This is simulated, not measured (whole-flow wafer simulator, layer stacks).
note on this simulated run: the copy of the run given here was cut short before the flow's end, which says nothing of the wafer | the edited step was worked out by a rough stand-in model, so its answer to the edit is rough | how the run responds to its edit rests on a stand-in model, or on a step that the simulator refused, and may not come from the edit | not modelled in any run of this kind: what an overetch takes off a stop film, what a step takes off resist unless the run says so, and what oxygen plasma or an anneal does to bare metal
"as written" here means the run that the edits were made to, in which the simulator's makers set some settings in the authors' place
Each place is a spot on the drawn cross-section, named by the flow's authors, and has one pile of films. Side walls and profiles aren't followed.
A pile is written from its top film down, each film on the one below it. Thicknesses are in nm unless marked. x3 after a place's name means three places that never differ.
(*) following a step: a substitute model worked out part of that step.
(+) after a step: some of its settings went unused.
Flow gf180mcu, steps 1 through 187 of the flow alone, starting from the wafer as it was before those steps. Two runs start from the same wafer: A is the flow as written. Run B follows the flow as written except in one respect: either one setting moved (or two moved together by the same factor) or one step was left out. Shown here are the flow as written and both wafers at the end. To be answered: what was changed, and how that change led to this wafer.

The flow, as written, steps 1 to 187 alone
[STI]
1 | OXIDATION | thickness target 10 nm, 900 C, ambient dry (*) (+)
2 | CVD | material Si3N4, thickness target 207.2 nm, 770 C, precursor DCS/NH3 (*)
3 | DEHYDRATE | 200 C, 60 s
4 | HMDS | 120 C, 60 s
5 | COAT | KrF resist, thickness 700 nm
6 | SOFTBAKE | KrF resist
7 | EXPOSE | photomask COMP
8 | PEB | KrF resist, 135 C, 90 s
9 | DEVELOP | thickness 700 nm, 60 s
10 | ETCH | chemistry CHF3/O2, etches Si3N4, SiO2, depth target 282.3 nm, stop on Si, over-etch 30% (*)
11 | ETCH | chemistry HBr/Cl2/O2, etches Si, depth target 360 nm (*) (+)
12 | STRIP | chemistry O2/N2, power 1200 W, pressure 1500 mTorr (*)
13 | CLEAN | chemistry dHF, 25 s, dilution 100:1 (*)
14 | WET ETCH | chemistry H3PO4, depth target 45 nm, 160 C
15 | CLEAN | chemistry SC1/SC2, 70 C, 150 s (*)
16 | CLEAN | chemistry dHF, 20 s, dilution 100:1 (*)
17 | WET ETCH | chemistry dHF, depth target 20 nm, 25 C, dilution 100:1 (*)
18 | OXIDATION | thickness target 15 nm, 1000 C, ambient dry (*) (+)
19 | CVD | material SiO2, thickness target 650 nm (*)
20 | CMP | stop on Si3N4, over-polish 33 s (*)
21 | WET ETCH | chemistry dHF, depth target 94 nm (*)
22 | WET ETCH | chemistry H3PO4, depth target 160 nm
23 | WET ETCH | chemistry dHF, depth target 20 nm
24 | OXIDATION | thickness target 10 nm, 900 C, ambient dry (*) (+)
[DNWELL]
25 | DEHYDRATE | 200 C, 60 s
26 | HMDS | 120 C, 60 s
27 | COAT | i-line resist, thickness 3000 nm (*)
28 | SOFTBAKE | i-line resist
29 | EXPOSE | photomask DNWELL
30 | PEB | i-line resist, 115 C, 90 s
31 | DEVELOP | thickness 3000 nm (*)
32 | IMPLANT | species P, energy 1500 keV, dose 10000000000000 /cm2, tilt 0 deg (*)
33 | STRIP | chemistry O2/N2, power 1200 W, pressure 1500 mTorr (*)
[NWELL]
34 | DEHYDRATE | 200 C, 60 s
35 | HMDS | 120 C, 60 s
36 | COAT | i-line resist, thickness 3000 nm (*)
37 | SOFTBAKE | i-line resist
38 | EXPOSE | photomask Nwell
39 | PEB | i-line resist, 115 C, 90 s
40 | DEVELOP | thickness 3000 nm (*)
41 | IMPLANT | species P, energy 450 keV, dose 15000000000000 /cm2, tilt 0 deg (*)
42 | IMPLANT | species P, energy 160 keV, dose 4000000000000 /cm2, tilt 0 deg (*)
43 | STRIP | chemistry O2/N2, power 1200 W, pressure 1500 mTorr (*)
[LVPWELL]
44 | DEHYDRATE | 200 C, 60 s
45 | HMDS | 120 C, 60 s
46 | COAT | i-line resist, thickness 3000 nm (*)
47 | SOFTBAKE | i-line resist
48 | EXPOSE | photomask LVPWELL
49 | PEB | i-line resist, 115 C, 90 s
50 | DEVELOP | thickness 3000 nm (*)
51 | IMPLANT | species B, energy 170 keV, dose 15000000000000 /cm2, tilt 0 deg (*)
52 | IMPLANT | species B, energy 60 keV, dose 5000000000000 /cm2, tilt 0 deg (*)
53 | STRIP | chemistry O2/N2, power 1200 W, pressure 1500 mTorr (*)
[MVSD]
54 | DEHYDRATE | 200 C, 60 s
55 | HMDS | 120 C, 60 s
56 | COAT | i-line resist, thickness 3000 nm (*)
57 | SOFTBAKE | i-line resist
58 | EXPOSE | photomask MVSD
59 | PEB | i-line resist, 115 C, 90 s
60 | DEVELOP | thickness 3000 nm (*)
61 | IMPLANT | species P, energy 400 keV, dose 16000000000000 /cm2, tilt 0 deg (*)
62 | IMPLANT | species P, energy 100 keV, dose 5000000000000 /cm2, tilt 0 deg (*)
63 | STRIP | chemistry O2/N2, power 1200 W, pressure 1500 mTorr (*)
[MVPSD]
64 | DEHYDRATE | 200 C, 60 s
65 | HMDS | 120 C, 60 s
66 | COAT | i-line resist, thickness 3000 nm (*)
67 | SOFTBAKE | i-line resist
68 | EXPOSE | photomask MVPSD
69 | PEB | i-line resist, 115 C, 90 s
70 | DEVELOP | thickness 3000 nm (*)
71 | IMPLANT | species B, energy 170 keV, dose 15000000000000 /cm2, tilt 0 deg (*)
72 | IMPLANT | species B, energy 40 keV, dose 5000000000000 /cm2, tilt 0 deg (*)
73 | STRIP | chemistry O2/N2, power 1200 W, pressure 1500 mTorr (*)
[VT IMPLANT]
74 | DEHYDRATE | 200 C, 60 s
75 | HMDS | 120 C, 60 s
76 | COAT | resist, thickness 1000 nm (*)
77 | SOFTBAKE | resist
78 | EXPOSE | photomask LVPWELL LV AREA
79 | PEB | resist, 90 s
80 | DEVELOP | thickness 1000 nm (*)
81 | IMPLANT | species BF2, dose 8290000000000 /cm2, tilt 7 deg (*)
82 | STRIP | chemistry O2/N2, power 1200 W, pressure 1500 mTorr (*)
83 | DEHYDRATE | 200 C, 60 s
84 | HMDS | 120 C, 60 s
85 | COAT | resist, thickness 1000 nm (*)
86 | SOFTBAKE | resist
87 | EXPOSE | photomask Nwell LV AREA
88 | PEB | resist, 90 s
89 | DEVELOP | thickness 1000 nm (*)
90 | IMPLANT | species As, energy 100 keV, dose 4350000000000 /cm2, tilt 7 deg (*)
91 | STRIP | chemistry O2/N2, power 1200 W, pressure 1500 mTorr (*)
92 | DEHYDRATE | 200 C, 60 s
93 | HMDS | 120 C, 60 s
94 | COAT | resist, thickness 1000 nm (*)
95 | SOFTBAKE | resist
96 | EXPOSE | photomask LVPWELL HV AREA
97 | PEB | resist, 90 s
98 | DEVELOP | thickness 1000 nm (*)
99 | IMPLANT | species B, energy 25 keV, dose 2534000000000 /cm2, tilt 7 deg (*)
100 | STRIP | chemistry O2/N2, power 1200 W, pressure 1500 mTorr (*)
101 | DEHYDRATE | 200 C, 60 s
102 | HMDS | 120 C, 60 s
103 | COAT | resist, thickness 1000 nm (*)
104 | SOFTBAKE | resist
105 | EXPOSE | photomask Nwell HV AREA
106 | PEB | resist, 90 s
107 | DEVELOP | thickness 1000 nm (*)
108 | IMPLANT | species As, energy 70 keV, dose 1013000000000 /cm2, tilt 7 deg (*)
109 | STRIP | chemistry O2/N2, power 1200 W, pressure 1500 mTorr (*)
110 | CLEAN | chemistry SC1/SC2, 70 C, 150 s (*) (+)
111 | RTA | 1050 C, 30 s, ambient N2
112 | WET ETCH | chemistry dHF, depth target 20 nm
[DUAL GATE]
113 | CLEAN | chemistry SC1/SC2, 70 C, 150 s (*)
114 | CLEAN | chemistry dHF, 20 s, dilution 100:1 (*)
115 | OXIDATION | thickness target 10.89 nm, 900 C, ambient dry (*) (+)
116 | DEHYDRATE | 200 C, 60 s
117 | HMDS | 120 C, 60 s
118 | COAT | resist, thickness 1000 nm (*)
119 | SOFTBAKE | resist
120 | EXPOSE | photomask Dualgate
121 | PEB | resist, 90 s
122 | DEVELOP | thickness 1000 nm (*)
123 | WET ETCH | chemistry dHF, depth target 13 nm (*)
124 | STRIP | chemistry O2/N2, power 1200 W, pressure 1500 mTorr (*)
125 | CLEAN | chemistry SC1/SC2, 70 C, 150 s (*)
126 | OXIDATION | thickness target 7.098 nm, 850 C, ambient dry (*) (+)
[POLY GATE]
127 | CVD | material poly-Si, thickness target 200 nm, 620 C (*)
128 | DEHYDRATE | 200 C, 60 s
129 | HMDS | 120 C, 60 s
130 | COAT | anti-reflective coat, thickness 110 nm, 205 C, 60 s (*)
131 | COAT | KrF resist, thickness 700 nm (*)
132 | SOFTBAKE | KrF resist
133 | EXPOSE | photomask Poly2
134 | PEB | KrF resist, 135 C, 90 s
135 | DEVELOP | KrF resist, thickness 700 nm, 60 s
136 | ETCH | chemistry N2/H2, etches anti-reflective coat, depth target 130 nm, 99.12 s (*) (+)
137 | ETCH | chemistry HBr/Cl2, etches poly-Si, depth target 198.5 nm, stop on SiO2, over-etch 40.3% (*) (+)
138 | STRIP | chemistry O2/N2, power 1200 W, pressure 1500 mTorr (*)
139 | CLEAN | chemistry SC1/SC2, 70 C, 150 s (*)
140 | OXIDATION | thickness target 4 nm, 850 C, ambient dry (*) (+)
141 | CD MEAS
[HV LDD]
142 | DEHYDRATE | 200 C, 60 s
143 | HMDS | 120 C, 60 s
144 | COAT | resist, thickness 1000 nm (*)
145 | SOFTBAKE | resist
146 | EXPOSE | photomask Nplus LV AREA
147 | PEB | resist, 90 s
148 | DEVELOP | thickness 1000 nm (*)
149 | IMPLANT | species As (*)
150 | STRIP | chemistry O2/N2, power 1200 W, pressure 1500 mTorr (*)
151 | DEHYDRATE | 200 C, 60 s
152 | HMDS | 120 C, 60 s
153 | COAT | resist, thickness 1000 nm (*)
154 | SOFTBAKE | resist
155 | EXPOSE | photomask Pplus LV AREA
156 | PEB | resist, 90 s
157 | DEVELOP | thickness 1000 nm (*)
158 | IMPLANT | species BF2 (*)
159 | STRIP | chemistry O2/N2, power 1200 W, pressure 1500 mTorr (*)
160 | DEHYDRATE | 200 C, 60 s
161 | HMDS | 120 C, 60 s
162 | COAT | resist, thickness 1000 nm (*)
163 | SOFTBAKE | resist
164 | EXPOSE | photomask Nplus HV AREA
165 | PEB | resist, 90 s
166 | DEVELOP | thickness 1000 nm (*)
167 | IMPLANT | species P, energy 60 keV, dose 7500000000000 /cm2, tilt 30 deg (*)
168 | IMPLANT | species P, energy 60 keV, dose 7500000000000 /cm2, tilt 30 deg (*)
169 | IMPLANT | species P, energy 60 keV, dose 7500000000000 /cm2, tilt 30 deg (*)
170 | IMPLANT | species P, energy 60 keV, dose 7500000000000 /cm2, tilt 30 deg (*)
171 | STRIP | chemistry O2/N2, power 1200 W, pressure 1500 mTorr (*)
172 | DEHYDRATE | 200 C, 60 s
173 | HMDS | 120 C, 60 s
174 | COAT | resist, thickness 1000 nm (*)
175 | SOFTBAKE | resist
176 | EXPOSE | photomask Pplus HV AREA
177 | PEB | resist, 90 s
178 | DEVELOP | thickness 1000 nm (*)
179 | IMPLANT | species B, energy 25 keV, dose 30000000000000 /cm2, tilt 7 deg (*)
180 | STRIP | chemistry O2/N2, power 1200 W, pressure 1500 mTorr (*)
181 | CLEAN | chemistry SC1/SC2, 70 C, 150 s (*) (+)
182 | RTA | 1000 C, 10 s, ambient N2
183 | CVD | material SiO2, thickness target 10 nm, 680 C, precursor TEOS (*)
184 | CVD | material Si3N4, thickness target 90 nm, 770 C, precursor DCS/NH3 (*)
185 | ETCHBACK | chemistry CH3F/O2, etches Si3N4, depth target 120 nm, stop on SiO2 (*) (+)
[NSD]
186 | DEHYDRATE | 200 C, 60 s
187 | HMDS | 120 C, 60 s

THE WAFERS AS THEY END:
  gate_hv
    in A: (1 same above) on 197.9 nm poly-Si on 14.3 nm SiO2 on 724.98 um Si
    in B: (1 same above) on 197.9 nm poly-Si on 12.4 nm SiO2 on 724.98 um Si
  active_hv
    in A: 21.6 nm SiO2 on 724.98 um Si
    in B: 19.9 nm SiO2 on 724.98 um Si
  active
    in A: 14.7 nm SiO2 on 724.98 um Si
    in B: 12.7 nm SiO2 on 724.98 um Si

The reason: step 126, OXIDATION: thickness target 4.924 nm was run, while the flow as written has thickness target 7.098 nm.

Step by step, how the change led to this:
  126 | OXIDATION | thickness target 7.098 nm, 850 C, ambient dry (*) (+)
      gate_hv, active_hv, active_nat and 25 more: A SiO2 gains 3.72, Si loses 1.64 | B SiO2 gains 1.89, Si loses 0.83
      active, n_well, p_well and 12 more: A SiO2 gains 7.1 (new film), chemical SiO2 loses 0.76 (all of it), Si loses 2.79 | B SiO2 gains 4.92 (new film), chemical SiO2 loses 0.76 (all of it), Si loses 1.83
